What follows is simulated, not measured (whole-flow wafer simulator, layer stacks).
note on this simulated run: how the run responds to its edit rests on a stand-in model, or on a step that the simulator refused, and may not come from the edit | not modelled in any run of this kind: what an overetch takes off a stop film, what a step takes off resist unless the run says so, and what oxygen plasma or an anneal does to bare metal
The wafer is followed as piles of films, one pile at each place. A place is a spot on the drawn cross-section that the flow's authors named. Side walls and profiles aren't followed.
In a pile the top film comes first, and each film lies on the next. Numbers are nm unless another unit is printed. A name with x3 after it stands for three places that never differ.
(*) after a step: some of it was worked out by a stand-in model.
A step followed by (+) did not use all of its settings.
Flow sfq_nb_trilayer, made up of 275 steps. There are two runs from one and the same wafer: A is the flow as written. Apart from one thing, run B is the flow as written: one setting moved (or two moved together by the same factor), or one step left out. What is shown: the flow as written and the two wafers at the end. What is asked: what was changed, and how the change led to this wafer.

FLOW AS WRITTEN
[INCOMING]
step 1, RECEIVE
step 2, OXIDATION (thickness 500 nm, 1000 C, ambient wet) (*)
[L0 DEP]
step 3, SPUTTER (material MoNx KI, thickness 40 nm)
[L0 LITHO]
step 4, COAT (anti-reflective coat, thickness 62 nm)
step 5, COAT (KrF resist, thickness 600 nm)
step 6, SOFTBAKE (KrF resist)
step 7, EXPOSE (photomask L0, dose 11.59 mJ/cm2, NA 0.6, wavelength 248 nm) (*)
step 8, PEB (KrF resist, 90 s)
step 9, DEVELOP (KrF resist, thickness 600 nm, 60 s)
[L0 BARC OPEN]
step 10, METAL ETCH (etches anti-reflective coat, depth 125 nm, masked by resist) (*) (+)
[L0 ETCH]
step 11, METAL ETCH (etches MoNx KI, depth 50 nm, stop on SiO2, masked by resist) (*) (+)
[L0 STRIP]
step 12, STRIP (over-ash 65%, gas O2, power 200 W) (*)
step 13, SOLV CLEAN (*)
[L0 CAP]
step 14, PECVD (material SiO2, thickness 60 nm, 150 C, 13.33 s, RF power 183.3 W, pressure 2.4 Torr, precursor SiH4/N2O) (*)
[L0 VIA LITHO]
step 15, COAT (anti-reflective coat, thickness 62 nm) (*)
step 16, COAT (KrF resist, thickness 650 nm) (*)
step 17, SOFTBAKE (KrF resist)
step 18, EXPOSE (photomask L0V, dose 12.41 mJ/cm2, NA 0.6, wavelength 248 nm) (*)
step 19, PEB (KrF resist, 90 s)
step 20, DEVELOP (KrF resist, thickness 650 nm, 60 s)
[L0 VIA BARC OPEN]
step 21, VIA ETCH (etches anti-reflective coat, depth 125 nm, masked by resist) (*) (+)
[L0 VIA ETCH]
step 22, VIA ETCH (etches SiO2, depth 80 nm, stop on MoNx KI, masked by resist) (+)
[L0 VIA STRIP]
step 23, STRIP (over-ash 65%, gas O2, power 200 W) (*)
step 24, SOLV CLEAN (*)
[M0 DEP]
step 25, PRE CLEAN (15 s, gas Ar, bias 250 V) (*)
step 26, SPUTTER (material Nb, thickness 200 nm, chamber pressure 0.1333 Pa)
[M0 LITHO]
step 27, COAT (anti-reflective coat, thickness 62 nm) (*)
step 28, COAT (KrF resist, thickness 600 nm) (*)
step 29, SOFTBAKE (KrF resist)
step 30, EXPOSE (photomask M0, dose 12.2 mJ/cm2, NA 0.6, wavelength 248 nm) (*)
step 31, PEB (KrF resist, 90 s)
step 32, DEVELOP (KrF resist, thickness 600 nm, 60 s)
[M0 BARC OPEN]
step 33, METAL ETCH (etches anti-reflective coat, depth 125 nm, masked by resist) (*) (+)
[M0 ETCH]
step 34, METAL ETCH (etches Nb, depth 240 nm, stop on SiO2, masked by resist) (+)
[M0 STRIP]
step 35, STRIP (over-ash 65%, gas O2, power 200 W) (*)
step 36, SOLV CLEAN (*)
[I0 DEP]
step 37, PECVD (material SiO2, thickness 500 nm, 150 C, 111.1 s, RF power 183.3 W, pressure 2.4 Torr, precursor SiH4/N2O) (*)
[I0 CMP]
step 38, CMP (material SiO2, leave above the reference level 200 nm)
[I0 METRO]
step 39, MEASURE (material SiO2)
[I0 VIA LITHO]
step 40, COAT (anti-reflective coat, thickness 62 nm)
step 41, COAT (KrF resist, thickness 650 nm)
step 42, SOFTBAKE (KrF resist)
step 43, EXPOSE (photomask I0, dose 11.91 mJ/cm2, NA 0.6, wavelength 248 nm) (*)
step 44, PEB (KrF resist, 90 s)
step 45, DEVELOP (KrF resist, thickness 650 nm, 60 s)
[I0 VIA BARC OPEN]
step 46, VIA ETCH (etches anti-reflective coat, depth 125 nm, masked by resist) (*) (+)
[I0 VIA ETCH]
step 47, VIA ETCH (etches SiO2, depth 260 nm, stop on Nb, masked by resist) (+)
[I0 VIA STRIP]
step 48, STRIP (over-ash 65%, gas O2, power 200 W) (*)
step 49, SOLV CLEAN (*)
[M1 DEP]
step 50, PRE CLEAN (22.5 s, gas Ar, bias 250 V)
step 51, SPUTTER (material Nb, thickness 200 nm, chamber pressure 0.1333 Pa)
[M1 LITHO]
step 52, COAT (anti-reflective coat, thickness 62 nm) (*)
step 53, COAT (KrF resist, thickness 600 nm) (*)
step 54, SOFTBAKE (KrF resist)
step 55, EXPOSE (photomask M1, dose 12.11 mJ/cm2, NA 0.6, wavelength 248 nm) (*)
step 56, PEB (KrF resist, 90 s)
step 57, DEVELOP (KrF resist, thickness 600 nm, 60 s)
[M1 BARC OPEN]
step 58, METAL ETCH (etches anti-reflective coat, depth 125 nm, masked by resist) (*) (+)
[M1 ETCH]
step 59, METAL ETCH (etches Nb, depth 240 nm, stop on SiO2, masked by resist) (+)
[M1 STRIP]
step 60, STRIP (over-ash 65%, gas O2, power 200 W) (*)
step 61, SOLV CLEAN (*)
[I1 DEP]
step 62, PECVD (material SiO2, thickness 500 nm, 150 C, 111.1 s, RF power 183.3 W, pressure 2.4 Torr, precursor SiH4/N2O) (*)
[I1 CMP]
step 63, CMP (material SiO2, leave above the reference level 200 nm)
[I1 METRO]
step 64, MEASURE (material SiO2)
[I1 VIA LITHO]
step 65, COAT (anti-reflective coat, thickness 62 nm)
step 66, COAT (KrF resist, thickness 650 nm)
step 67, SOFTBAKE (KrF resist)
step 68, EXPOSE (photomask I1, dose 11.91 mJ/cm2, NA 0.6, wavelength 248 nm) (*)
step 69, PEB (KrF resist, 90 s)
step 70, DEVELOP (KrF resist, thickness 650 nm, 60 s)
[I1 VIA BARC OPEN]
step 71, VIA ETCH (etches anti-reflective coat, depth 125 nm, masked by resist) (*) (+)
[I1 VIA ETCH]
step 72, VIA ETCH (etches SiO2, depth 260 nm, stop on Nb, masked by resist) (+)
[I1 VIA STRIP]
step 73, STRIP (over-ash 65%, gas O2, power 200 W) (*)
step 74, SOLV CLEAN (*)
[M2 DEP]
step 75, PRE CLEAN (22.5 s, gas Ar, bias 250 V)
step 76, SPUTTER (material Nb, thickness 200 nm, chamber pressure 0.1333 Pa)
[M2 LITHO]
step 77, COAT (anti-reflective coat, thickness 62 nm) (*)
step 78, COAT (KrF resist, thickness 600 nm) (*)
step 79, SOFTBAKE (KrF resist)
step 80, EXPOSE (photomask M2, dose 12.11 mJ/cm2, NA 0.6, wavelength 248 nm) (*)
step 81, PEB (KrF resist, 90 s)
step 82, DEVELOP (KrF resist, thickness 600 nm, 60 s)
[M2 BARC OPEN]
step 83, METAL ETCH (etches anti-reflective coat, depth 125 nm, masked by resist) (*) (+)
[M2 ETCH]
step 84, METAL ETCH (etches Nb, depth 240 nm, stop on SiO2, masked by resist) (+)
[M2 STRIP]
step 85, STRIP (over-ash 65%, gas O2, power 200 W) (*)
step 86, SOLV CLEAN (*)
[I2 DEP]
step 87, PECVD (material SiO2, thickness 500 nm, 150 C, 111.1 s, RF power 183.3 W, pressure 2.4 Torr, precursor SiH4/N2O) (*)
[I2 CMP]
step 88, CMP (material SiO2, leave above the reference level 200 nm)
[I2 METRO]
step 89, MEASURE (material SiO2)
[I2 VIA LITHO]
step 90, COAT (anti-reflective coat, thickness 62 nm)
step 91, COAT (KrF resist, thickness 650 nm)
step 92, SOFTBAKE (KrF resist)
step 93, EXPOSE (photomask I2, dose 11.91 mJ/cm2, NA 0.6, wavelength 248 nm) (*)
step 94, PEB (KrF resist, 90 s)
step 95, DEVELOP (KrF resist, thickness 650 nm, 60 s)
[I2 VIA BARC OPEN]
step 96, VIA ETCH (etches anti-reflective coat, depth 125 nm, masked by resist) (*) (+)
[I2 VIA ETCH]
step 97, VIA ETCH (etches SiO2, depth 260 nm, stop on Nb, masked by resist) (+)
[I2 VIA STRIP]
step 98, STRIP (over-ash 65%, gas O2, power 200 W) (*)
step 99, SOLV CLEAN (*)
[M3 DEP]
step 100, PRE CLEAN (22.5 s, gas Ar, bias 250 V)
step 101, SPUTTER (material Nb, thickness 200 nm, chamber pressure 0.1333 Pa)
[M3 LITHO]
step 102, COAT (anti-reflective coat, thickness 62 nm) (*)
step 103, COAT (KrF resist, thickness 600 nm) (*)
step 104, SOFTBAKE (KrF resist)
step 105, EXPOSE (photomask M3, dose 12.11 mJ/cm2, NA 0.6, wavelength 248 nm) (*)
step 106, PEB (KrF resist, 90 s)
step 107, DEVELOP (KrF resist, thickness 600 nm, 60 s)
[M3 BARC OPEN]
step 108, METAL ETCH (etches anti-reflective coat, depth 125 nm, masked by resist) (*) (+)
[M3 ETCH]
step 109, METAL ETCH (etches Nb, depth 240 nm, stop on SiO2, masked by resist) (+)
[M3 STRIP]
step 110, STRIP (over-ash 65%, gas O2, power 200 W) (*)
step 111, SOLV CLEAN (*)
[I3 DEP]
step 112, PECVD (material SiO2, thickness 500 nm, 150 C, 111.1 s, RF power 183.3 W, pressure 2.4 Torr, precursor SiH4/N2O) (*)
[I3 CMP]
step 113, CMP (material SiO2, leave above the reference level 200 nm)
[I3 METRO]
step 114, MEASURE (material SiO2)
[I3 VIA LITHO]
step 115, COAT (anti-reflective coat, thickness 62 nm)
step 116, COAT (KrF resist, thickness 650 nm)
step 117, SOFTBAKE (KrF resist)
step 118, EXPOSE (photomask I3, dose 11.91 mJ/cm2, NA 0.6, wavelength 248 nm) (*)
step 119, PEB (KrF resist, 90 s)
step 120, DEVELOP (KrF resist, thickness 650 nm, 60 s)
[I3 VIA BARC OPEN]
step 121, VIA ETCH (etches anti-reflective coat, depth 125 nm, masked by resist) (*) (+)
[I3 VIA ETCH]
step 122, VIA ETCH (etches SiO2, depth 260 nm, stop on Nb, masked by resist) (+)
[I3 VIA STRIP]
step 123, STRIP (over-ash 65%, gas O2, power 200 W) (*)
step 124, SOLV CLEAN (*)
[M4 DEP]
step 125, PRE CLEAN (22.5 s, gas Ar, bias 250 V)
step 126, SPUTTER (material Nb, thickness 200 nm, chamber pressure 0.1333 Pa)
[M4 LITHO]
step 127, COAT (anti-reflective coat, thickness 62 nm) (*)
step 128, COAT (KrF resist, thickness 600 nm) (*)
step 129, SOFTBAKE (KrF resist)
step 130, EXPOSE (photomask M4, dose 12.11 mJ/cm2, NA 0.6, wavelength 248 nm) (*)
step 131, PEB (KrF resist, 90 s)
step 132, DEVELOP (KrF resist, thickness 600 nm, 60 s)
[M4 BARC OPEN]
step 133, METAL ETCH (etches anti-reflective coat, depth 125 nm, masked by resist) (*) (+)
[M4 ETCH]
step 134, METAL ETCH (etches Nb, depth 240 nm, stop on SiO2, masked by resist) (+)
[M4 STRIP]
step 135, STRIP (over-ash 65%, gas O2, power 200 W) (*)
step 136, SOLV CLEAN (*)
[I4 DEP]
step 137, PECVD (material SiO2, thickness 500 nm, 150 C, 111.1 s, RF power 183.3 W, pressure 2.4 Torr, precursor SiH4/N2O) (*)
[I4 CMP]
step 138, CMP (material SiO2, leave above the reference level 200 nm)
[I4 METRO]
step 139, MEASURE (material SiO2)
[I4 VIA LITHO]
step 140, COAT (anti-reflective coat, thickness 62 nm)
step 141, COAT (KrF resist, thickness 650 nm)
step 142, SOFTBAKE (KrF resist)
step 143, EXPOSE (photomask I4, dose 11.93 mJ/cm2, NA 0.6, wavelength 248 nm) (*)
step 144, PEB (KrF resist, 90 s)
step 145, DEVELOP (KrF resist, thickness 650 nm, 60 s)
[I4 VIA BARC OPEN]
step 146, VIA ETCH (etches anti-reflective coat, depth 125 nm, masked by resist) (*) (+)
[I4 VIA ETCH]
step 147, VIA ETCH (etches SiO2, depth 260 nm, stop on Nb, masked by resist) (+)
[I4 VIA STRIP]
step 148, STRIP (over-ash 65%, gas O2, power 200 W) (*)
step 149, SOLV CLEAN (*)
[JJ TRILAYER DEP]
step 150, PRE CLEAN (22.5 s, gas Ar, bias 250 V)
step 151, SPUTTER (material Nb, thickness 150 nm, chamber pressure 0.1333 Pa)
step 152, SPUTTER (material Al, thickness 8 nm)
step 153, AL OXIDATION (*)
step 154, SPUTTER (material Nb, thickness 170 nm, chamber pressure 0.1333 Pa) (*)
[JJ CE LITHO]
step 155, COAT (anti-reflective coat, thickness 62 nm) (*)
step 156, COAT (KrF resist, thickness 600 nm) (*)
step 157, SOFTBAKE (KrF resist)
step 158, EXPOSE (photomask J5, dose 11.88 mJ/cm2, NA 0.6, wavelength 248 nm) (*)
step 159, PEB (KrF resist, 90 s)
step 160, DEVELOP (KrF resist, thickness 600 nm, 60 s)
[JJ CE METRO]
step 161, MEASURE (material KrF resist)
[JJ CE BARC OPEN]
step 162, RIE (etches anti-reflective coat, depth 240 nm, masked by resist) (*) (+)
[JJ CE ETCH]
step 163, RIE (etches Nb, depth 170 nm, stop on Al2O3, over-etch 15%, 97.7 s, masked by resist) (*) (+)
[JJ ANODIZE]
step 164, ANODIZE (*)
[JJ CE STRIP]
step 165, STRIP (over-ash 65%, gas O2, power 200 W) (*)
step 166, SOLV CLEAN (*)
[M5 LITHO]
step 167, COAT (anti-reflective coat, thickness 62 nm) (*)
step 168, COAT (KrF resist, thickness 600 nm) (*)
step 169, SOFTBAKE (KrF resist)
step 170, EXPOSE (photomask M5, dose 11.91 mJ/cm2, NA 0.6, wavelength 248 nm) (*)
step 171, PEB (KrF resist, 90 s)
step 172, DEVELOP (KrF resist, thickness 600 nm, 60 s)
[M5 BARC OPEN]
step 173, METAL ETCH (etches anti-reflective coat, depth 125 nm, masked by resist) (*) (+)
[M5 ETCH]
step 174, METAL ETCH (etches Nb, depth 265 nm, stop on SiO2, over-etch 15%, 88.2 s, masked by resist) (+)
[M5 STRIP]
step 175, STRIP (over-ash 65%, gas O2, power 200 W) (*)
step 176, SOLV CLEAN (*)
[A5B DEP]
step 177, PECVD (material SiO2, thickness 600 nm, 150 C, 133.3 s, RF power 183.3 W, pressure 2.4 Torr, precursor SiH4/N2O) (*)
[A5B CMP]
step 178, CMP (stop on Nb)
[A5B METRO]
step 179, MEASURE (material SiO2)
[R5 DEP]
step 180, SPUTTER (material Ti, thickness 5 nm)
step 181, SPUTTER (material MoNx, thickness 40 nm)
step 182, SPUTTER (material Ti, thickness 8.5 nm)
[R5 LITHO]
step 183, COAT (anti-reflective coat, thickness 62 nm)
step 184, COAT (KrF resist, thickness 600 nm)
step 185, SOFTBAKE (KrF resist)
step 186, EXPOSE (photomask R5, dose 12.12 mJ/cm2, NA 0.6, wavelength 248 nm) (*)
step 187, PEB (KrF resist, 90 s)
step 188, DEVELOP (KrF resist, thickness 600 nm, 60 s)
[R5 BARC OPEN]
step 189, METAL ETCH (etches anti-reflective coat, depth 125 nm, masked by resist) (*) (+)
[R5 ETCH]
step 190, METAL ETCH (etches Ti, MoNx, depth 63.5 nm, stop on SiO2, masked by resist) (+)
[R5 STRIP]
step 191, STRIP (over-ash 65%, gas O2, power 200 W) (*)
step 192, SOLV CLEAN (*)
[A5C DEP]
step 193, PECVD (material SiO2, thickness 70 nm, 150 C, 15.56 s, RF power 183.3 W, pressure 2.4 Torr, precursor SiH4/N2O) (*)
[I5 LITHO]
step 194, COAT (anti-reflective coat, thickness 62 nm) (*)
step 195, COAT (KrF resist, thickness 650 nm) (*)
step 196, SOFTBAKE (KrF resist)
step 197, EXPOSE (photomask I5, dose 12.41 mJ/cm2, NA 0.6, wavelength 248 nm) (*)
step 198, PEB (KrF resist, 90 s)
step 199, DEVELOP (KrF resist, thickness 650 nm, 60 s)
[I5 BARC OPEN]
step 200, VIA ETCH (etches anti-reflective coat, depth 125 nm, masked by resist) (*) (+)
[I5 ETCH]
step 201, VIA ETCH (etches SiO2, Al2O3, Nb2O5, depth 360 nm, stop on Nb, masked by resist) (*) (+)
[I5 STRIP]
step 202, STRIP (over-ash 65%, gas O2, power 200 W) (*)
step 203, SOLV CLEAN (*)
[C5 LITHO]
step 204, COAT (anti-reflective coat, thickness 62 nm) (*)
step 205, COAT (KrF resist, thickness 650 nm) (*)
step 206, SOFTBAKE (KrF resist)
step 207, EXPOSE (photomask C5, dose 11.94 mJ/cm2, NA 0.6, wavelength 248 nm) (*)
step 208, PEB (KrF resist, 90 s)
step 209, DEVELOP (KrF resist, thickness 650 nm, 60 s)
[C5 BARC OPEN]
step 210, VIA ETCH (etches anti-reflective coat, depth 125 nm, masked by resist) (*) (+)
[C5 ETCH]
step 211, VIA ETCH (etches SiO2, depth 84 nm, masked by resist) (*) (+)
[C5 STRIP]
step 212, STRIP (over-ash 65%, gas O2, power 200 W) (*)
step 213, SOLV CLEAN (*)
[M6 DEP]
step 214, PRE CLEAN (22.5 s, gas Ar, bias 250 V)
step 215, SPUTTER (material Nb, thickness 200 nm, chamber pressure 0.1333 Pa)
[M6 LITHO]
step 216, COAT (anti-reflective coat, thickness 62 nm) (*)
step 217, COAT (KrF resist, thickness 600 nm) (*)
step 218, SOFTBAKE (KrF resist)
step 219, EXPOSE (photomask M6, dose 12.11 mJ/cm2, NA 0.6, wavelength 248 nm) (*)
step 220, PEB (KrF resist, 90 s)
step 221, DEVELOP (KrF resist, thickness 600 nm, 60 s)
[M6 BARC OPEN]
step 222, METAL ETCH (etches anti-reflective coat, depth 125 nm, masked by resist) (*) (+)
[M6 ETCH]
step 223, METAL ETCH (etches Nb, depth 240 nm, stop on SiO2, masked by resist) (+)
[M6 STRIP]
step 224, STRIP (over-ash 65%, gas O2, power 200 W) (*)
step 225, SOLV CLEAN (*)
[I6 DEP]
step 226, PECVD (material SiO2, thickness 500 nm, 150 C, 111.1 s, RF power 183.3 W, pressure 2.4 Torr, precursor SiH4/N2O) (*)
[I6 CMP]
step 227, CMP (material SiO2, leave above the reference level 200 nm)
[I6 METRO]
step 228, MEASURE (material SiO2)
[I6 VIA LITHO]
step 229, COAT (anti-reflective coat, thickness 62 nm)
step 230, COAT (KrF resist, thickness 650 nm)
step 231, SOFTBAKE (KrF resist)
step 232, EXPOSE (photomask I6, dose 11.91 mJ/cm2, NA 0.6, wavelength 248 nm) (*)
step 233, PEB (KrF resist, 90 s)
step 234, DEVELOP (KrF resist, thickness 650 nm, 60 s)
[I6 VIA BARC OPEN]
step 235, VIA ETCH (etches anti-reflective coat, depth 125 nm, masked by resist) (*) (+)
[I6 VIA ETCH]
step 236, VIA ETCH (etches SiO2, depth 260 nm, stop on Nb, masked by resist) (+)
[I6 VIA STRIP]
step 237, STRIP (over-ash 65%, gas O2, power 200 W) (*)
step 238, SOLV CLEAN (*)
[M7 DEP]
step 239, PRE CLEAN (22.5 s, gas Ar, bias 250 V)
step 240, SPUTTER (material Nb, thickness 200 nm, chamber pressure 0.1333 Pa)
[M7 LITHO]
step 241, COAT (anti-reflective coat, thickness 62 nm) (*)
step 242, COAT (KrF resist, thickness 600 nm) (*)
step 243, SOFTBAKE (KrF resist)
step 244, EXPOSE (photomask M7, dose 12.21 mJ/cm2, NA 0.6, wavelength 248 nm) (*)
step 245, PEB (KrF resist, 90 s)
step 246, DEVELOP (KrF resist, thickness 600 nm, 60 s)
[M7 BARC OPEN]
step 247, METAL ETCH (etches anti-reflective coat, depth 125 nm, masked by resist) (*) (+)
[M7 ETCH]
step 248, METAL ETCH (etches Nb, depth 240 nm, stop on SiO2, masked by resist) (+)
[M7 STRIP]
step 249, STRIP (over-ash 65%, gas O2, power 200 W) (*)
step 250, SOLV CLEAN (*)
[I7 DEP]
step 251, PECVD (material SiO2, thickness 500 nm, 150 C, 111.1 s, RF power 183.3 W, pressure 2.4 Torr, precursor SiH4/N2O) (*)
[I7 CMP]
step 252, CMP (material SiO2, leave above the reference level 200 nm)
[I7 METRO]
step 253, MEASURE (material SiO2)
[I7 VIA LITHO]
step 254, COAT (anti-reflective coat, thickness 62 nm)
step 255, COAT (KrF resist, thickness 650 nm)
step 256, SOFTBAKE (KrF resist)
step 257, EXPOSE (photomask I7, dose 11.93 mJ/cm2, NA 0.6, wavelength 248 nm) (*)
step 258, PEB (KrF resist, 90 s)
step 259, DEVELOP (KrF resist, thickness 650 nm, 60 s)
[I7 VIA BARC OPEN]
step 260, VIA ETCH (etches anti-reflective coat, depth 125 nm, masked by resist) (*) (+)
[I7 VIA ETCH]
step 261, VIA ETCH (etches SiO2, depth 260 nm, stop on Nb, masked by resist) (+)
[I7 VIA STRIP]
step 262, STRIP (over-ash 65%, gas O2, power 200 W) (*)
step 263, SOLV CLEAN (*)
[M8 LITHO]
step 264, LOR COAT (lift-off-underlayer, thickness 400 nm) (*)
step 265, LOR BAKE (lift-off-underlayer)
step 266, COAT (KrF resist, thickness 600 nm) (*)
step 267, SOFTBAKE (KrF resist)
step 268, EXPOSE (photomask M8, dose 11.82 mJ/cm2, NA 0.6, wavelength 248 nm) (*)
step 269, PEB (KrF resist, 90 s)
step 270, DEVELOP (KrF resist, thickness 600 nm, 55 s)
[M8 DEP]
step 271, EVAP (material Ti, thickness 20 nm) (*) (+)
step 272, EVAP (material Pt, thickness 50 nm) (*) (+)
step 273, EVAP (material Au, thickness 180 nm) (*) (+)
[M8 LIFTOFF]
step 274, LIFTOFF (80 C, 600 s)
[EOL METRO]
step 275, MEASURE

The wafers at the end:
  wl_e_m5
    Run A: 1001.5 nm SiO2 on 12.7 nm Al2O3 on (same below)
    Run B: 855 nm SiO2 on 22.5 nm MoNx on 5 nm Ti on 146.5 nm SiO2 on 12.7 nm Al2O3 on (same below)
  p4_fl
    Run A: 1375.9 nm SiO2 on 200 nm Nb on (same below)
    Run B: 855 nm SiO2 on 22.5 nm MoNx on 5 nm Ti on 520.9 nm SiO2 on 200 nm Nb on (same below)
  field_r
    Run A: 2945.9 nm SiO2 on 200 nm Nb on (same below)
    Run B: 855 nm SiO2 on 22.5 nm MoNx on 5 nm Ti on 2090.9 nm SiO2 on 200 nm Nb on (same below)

What caused this: step 190, METAL ETCH: depth 26 nm was run, while the flow as written has depth 63.5 nm.

Step by step, how the change led to this:
  step 190, METAL ETCH (etches Ti, MoNx, depth 63.5 nm, stop on SiO2, masked by resist) (+)
      field_l, v_sur, via_wl and 92 more: A Ti loses 8.5 (all of it), MoNx loses 40 (all of it), Ti loses 5 (all of it) | B Ti loses 8.5 (all of it), MoNx loses 17.5
      ce_l, c5j, ce_r, wl_jj: A Ti loses 8.5 (all of it), MoNx loses 40 (all of it), Ti loses 5 (all of it), Nb loses 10 | B Ti loses 8.5 (all of it), MoNx loses 17.5
      (as well as at 7 more places)
  step 191, STRIP (over-ash 65%, gas O2, power 200 W) (*)
      be_r, r_sur, res, r_end, r5r_line_l, r5r_line_c, r5r_line_r: A KrF resist loses 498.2 (all of it), anti-reflective coat loses 62 (all of it) | B KrF resist loses 513.2 (all of it), anti-reflective coat loses 62 (all of it)
  step 193, PECVD (material SiO2, thickness 70 nm, 150 C, 15.56 s, RF power 183.3 W, pressure 2.4 Torr, precursor SiH4/N2O) (*)
      field_l, v_sur, via_wl and 92 more: A SiO2 gains 70 | B SiO2 gains 70 (new film)
  step 194, COAT (anti-reflective coat, thickness 62 nm) (*)
      wl_j_sl, wl_j_sr: A anti-reflective coat gains 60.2 (new film) | B anti-reflective coat gains 62 (new film)
      r5r_spacepad_l, r5r_spacepad_r: A anti-reflective coat gains 84.4 (new film) | B anti-reflective coat gains 72.6 (new film)
      (as well as at 15 more places)
  step 195, COAT (KrF resist, thickness 650 nm) (*)
      be_r: A KrF resist gains 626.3 (new film) | B KrF resist gains 639.1 (new film)
  step 201, VIA ETCH (etches SiO2, Al2O3, Nb2O5, depth 360 nm, stop on Nb, masked by resist) (*) (+)
      be: A SiO2 loses 216.4 (all of it), Al2O3 loses 12.7 (all of it), Nb2O5 loses 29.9 (all of it) | B SiO2 loses 69.8 (all of it), MoNx loses 22.5 (all of it), Ti loses 5 (all of it), SiO2 loses 146.5 (all of it), Al2O3 loses 12.7 (all of it), Nb2O5 loses 29.9 (all of it)
  step 202, STRIP (over-ash 65%, gas O2, power 200 W) (*)
      wl_j_sl, wl_j_sr: A KrF resist loses 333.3 (all of it), anti-reflective coat loses 60.2 (all of it) | B KrF resist loses 333.3 (all of it), anti-reflective coat loses 62 (all of it)
      r5r_spacepad_l, r5r_spacepad_r: A KrF resist loses 335.6 (all of it), anti-reflective coat loses 84.4 (all of it) | B KrF resist loses 334.4 (all of it), anti-reflective coat loses 72.6 (all of it)
      (as well as at 15 more places)
  step 204, COAT (anti-reflective coat, thickness 62 nm) (*)
      wl_j_sl, wl_j_sr: A anti-reflective coat gains 60.2 (new film) | B anti-reflective coat gains 62 (new film)
      r5r_spacepad_l, r5r_spacepad_r: A anti-reflective coat gains 84.4 (new film) | B anti-reflective coat gains 72.6 (new film)
      (as well as at 17 more places)
  step 205, COAT (KrF resist, thickness 650 nm) (*)
      be: A KrF resist gains 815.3 (new film) | B KrF resist gains 834.7 (new film)
  step 210, VIA ETCH (etches anti-reflective coat, depth 125 nm, masked by resist) (*) (+)
      field_l, v_sur, via_wl and 101 more: A KrF resist loses 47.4 | B KrF resist loses 49.3
      c5j: A anti-reflective coat loses 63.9 (all of it), SiO2 loses 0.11 | B anti-reflective coat loses 61.2 (all of it), SiO2 loses 0.14
      (as well as at 1 more place)
  step 211, VIA ETCH (etches SiO2, depth 84 nm, masked by resist) (*) (+)
      c5j: A SiO2 loses 69.9 (all of it), Nb loses 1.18 | B SiO2 loses 69.9 (all of it)
  step 212, STRIP (over-ash 65%, gas O2, power 200 W) (*)
      wl_j_sl, wl_j_sr: A KrF resist loses 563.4 (all of it), anti-reflective coat loses 60.2 (all of it) | B KrF resist loses 561.3 (all of it), anti-reflective coat loses 62 (all of it)
      r5r_spacepad_l, r5r_spacepad_r: A KrF resist loses 565.8 (all of it), anti-reflective coat loses 84.4 (all of it) | B KrF resist loses 562.5 (all of it), anti-reflective coat loses 72.6 (all of it)
      (as well as at 15 more places)
  step 214, PRE CLEAN (22.5 s, gas Ar, bias 250 V)
      c5j: A Nb loses 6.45 | B MoNx loses 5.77
  step 215, SPUTTER (material Nb, thickness 200 nm, chamber pressure 0.1333 Pa)
      c5j: A Nb gains 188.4 | B Nb gains 189.1 (new film)
      be: A Nb gains 147.3 | B Nb gains 141.2
  step 216, COAT (anti-reflective coat, thickness 62 nm) (*)
      r5r_line_l, r5r_line_c, r5r_line_r: A anti-reflective coat gains 50 (new film) | B anti-reflective coat gains 55.1 (new film)
      wl_j_sl, wl_j_sr: A anti-reflective coat gains 60.2 (new film) | B anti-reflective coat gains 62 (new film)
      (as well as at 16 more places)
  step 217, COAT (KrF resist, thickness 600 nm) (*)
      be: A KrF resist gains 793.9 (new film) | B KrF resist gains 824.5 (new film)
      be_r: A KrF resist gains 570.3 (new film) | B KrF resist gains 583.1 (new film)
      (as well as at 2 more places)
  ... another 3 steps ...
  step 227, CMP (material SiO2, leave above the reference level 200 nm)
      ce_l, ce_r, wl_jj: A SiO2 loses 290 | B SiO2 loses 300
      be_r, r_sur, r_end: A SiO2 loses 353.5 | B SiO2 loses 326
      (as well as at 7 more places)
If metal films that touch count as one body, wl_e_m5 has 7 bodies (between them, from the top down: SiO2 146.5 / Al2O3 12.7 / Nb2O5 29.9; SiO2 192.5; SiO2 192.5; SiO2 192.5; SiO2 192.5; SiO2 192.5); the flow as written gives 6 bodies (between them, from the top down: SiO2 192.5; SiO2 192.5; SiO2 192.5; SiO2 192.5; SiO2 192.5).
If metal films that touch count as one body, p4_fl has 3 bodies (between them, from the top down: SiO2 520.9; SiO2 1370); the flow as written gives 2 bodies (between them, from the top down: SiO2 1370).
If metal films that touch count as one body, field_r has 2 bodies (between them, from the top down: SiO2 2090.9); the flow as written gives 1 body.
